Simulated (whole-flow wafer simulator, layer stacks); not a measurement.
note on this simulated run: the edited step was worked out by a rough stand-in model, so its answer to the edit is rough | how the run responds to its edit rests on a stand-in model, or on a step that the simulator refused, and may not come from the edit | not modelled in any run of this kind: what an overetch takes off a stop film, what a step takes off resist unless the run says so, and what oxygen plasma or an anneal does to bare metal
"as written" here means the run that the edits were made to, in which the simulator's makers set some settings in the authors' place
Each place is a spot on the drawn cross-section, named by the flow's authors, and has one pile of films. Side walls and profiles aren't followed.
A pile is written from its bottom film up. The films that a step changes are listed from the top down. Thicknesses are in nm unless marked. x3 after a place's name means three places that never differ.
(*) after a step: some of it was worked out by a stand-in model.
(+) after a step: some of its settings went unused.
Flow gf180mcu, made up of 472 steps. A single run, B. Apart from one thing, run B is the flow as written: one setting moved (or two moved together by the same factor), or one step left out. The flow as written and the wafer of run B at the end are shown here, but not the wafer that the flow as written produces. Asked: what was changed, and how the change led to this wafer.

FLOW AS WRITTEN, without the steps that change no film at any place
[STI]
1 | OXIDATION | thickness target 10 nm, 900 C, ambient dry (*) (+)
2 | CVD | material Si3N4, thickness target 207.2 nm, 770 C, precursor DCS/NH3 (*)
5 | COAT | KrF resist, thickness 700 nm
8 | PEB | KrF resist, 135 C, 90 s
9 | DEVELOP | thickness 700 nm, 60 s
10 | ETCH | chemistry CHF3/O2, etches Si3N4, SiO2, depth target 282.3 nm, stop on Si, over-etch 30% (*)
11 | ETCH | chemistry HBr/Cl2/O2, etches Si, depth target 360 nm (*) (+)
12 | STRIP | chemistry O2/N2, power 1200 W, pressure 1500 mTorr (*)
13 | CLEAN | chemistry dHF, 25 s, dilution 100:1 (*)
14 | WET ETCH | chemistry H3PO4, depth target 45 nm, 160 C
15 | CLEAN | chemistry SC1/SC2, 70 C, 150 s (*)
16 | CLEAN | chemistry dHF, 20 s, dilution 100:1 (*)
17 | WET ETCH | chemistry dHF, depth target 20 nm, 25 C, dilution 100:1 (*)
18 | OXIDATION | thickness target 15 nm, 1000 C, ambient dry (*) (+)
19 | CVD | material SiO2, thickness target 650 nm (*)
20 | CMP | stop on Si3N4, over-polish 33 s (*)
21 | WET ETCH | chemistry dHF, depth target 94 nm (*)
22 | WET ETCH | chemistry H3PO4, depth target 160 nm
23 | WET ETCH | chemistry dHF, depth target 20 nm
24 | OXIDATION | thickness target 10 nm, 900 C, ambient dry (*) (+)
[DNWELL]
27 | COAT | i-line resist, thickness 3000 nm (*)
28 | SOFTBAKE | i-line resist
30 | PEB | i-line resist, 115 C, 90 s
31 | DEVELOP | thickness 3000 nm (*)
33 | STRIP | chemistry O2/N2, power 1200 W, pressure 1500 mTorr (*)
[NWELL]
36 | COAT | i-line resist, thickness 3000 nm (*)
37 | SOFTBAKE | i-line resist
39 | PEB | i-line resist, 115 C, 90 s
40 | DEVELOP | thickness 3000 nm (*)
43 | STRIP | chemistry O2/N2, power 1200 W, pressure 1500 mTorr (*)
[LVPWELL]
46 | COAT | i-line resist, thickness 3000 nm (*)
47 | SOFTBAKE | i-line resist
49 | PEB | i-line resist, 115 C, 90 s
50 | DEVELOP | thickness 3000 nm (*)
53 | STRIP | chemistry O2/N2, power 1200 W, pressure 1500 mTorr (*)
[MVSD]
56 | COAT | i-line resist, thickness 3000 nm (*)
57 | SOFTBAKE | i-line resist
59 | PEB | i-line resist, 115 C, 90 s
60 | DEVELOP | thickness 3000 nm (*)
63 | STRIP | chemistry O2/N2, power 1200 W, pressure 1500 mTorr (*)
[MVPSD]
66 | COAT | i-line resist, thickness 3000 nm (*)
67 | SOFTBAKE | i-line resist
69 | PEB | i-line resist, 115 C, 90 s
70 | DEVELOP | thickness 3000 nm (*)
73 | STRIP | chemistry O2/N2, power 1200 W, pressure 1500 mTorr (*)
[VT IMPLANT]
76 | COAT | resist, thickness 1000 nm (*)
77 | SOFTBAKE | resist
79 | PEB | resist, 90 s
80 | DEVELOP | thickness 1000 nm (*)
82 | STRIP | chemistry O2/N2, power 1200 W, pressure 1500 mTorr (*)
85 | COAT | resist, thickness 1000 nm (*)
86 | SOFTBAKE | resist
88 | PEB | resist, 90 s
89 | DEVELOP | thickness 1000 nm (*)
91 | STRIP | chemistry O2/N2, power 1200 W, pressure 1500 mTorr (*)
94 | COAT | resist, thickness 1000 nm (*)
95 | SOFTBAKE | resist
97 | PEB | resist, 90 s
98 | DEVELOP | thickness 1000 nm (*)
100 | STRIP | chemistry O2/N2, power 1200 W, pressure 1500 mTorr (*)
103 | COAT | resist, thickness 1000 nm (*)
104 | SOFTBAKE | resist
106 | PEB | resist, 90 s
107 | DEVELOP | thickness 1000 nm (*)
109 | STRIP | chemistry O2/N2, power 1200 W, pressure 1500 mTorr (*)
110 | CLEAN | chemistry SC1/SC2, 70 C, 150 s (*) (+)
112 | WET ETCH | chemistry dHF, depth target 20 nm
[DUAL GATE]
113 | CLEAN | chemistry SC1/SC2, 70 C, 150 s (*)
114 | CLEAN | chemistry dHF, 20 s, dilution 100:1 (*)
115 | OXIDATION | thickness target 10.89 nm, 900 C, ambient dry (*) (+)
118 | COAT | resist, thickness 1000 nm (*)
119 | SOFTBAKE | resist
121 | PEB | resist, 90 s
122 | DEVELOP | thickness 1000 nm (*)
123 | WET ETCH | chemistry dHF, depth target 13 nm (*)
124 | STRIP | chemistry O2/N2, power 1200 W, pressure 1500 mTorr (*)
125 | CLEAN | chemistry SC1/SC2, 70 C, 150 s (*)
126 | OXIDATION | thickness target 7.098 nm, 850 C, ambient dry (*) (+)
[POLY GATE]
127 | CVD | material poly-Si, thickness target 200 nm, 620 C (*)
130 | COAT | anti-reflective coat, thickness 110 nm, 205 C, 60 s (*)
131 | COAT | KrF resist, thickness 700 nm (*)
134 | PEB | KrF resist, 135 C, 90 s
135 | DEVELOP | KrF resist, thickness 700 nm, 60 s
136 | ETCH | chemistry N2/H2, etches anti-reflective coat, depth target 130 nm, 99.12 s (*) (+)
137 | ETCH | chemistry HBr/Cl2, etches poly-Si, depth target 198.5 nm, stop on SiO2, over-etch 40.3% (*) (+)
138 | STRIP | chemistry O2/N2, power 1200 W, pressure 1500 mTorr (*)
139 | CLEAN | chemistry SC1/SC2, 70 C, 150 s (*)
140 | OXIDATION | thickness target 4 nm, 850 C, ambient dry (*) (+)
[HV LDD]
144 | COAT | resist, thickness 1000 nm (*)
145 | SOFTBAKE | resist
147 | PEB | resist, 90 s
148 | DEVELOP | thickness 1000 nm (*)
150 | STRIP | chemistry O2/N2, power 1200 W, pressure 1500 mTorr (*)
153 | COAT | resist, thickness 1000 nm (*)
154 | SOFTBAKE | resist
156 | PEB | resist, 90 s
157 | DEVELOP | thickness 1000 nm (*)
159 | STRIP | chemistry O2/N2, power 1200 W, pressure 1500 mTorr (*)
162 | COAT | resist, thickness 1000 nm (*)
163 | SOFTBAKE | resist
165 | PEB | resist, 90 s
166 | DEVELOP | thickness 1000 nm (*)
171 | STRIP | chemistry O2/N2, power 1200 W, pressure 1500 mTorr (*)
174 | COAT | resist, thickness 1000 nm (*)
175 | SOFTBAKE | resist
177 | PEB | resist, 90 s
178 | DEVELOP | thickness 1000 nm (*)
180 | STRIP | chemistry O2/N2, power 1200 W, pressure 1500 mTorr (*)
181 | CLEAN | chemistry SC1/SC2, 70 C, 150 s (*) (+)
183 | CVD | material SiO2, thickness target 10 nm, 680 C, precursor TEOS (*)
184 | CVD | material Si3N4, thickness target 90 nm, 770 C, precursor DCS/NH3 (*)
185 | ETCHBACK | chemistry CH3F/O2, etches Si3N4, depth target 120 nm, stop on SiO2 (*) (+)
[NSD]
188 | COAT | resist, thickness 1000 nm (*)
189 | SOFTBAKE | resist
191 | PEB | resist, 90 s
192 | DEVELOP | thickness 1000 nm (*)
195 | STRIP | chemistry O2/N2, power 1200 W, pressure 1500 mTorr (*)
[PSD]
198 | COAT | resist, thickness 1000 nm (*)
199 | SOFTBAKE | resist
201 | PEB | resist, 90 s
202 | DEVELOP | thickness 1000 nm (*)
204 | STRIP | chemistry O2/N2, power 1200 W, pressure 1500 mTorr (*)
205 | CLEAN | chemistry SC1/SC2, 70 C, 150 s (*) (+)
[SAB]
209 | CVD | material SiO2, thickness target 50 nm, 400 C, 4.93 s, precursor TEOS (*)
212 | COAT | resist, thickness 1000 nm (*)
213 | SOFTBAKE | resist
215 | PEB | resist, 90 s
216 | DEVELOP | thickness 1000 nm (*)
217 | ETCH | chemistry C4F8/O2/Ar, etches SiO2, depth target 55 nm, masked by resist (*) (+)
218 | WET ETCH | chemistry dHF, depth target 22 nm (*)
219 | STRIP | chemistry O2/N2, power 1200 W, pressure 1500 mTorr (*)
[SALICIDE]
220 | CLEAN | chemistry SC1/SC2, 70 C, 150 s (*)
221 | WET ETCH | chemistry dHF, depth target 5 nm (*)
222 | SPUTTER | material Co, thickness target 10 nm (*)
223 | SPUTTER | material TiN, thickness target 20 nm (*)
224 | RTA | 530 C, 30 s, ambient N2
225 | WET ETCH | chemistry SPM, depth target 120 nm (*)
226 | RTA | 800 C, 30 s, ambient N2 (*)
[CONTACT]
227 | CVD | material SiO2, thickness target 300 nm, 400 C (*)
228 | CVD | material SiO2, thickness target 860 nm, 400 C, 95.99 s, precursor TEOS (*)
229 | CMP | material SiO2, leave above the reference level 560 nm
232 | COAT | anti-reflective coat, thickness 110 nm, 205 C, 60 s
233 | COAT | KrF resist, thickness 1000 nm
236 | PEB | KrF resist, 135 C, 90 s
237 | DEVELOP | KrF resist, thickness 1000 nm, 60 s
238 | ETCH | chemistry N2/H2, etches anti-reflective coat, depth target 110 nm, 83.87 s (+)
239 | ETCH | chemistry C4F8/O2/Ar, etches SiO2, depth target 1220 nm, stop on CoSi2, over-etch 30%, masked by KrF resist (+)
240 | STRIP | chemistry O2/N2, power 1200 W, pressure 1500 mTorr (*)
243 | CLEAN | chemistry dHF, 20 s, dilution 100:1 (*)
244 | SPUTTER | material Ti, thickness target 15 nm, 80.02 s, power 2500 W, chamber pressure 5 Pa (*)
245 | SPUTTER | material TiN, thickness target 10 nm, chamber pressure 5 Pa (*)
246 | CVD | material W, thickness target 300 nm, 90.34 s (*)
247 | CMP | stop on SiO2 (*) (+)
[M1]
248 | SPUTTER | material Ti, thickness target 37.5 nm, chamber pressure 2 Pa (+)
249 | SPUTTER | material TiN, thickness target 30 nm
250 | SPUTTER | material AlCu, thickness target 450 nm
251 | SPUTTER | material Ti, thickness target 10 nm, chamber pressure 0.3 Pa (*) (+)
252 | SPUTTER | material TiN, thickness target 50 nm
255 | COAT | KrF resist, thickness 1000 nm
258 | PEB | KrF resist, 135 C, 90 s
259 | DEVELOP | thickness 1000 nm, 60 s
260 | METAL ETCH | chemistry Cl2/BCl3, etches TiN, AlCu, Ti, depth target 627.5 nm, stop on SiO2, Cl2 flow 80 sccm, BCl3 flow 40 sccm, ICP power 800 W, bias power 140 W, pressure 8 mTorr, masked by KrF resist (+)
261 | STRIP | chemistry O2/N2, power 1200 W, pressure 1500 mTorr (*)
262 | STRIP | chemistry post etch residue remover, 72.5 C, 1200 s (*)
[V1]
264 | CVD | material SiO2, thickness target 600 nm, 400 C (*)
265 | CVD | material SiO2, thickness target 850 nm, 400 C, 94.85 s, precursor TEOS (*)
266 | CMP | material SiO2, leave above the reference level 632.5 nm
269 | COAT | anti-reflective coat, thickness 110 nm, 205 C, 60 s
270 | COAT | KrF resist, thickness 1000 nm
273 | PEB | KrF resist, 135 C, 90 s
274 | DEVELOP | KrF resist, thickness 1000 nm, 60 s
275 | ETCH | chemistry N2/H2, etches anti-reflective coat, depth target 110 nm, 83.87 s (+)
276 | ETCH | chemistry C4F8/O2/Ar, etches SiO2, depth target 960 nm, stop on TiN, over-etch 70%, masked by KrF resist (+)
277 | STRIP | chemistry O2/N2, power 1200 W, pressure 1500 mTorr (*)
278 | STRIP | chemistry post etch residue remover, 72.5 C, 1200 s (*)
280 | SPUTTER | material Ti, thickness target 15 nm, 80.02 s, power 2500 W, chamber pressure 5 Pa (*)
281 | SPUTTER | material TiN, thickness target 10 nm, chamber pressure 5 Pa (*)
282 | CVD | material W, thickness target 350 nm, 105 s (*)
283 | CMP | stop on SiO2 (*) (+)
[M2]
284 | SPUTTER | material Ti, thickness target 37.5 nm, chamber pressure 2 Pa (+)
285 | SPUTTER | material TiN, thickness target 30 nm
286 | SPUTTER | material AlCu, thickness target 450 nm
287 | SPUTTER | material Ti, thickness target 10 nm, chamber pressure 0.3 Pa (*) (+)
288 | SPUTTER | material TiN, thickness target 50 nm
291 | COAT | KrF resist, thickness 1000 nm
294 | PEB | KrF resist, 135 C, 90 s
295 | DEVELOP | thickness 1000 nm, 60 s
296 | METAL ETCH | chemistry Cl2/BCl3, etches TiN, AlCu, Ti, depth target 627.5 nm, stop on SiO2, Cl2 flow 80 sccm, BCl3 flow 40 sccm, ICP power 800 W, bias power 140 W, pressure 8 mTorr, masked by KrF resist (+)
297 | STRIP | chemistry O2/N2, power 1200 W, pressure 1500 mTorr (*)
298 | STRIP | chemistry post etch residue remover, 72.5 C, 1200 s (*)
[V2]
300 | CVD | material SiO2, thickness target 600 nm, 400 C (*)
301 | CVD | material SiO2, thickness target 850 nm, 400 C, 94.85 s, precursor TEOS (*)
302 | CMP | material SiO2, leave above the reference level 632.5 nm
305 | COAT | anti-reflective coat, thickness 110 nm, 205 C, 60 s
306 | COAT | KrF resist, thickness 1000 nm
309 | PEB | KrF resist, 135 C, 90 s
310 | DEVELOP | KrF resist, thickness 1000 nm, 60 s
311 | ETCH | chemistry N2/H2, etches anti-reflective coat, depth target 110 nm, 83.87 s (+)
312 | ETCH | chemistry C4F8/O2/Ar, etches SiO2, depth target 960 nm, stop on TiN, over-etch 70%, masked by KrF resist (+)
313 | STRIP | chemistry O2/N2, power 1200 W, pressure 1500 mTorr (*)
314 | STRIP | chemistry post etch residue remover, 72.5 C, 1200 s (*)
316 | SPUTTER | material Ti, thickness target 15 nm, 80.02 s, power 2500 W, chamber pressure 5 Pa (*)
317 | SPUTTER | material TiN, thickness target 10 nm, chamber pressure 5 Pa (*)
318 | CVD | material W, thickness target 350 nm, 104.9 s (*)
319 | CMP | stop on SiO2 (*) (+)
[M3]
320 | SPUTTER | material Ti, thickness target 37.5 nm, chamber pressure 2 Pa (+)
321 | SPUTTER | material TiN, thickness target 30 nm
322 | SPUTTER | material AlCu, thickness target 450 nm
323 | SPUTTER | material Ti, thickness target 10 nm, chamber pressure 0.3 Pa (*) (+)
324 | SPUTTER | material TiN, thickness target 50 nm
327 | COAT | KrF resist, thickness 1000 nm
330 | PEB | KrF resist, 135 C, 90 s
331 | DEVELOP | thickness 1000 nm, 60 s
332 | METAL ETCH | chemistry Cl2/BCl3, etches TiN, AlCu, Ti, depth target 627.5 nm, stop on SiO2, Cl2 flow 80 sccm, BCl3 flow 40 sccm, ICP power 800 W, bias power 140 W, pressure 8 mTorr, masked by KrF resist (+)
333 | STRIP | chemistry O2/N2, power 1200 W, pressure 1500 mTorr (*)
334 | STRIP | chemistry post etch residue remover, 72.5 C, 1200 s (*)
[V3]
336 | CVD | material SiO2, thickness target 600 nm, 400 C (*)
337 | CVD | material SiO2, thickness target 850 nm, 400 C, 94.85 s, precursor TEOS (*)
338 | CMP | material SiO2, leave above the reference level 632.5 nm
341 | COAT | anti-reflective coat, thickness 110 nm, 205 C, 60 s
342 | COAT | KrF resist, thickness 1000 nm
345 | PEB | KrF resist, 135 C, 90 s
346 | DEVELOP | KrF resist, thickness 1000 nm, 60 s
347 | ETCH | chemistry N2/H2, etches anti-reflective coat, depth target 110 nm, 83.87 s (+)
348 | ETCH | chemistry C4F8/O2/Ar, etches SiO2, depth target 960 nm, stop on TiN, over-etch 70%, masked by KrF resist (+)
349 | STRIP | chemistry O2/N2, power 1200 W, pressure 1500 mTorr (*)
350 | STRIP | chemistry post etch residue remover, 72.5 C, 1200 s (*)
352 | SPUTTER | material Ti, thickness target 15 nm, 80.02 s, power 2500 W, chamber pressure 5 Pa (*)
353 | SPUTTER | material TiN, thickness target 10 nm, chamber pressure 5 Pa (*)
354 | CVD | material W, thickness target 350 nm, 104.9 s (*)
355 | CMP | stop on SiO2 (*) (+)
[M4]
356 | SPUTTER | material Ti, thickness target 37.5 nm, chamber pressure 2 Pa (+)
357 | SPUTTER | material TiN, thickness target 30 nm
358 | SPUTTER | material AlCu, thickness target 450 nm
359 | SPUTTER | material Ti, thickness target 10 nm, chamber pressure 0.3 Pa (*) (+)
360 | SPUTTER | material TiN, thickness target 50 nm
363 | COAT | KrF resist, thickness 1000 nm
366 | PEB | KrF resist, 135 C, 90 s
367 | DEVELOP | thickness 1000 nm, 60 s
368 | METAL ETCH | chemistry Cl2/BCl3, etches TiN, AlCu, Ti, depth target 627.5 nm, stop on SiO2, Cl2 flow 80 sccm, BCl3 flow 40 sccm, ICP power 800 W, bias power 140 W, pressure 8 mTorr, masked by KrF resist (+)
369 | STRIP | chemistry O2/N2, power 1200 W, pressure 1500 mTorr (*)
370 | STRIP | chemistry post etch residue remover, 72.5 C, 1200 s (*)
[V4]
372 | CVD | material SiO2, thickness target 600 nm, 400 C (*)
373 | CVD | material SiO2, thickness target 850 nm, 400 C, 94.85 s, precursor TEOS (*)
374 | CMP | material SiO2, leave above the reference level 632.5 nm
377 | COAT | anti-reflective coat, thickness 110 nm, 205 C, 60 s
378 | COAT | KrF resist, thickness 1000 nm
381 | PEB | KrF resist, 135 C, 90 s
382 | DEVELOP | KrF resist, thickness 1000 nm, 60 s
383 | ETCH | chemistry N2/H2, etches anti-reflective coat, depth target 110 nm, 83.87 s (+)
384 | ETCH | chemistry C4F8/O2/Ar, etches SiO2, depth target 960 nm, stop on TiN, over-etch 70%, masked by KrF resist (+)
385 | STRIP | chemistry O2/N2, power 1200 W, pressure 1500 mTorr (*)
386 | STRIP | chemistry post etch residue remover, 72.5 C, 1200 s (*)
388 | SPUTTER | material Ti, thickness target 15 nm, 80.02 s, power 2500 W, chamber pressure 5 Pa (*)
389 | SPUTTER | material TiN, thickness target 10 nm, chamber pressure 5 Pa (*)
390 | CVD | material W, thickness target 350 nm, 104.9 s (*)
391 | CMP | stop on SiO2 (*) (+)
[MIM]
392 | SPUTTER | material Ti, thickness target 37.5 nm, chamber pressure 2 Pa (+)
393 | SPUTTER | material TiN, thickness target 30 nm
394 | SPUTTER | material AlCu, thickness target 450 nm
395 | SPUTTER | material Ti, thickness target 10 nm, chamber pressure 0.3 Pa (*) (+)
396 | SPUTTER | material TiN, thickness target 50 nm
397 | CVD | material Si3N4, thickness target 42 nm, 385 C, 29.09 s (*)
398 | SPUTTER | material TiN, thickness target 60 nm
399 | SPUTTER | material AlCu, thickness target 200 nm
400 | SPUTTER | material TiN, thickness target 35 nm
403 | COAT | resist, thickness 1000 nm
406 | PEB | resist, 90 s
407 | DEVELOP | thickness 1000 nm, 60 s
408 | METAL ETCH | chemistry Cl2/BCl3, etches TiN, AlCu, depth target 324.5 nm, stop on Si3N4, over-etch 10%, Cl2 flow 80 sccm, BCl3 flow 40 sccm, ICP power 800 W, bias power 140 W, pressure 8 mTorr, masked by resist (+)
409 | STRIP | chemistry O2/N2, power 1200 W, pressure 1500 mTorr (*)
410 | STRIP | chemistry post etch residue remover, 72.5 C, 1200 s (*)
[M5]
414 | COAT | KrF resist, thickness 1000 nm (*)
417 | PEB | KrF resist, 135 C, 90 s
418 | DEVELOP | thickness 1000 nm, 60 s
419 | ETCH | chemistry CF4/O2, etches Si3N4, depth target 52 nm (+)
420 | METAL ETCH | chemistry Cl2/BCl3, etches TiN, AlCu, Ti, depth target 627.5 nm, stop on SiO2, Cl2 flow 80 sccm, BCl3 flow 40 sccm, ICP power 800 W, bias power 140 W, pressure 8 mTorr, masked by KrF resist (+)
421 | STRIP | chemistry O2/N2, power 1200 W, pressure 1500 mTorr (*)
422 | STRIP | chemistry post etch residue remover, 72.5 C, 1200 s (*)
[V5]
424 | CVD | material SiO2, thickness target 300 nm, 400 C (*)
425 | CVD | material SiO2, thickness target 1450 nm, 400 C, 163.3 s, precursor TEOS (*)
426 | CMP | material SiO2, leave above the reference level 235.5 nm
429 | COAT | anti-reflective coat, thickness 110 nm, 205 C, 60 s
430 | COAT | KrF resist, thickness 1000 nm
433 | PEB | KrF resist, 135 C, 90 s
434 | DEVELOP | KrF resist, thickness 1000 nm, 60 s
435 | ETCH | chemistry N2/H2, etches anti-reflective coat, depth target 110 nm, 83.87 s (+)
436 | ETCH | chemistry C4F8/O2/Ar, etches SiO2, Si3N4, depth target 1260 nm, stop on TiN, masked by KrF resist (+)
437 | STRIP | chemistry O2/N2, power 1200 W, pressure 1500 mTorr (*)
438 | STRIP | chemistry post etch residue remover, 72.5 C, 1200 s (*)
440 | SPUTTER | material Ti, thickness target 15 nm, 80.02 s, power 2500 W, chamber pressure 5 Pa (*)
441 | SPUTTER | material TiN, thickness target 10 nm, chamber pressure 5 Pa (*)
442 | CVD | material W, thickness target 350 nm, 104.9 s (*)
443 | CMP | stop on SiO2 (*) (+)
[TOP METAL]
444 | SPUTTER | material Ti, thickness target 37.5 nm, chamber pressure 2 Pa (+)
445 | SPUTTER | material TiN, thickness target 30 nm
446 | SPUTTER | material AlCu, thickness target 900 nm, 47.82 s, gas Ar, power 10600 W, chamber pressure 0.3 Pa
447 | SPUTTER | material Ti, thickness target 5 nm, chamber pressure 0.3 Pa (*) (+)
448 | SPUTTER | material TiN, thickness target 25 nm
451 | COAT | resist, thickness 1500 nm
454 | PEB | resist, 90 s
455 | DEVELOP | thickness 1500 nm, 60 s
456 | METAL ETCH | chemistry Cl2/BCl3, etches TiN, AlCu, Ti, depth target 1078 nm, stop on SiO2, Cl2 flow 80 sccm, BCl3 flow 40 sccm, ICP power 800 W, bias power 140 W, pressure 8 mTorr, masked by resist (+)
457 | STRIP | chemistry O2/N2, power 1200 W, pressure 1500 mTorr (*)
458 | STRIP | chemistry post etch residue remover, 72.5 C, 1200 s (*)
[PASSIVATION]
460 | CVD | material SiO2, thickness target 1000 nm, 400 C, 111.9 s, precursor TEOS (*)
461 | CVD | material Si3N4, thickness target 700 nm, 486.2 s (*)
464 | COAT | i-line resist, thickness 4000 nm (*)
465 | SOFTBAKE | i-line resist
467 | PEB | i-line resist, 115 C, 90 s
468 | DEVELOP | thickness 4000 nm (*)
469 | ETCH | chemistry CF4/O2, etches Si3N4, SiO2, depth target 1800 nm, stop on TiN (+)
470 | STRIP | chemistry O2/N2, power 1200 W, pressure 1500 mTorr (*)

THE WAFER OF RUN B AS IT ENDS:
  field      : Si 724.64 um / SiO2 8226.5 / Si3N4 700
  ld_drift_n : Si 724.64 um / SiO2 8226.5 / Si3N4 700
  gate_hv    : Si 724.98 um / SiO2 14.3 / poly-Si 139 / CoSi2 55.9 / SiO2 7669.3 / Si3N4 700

What caused this: step 222, SPUTTER: thickness target 16 nm was run, whereas the flow has thickness target 10 nm.

The path from the change to this, step by step:
  222 | SPUTTER | material Co, thickness target 10 nm (*)
      field, field__w7, field__w8 and 71 more: +16 Co (new film) (it would be, as written: +10 Co (new film))
      field__w6, field_sub, field_sub__w2: +15.9 Co (new film) (it would be, as written: +9.95 Co (new film))
      (and at 34 other places as well)
  223 | SPUTTER | material TiN, thickness target 20 nm (*)
      field__w12: +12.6 TiN (new film) (it would be, as written: +12 TiN (new film))
  224 | RTA | 530 C, 30 s, ambient N2
      gate, gate_hv, gate_p and 22 more: under 1 film: +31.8 CoSi (new film), -16 Co (all of it), -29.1 poly-Si (it would be, as written: under 1 film: +19.9 CoSi (new film), -10 Co (all of it), -18.2 poly-Si)
      active, p_well, sd_n and 11 more: under 1 film: +31.8 CoSi (new film), -16 Co (all of it), -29 Si (it would be, as written: under 1 film: +19.9 CoSi (new film), -10 Co (all of it), -18.1 Si)
      (and at 10 other places as well)
  225 | WET ETCH | chemistry SPM, depth target 120 nm (*)
      field, field__w7, field__w8 and 32 more: -20 TiN (all of it), -16 Co (all of it) (it would be, as written: -20 TiN (all of it), -10 Co (all of it))
      field_sub, field_sub__w2: -20 TiN (all of it), -15.9 Co (all of it) (it would be, as written: -19.9 TiN (all of it), -9.95 Co (all of it))
      (and at 25 other places as well)
  226 | RTA | 800 C, 30 s, ambient N2 (*)
      gate, gate_hv, gate_p and 22 more: +55.9 CoSi2 (new film), -31.8 CoSi (all of it), -29.1 poly-Si (it would be, as written: +35 CoSi2 (new film), -19.9 CoSi (all of it), -18.2 poly-Si)
      active, p_well, sd_n and 11 more: +55.9 CoSi2 (new film), -31.8 CoSi (all of it), -29 Si (it would be, as written: +35 CoSi2 (new film), -19.9 CoSi (all of it), -18.1 Si)
      (and at 10 other places as well)
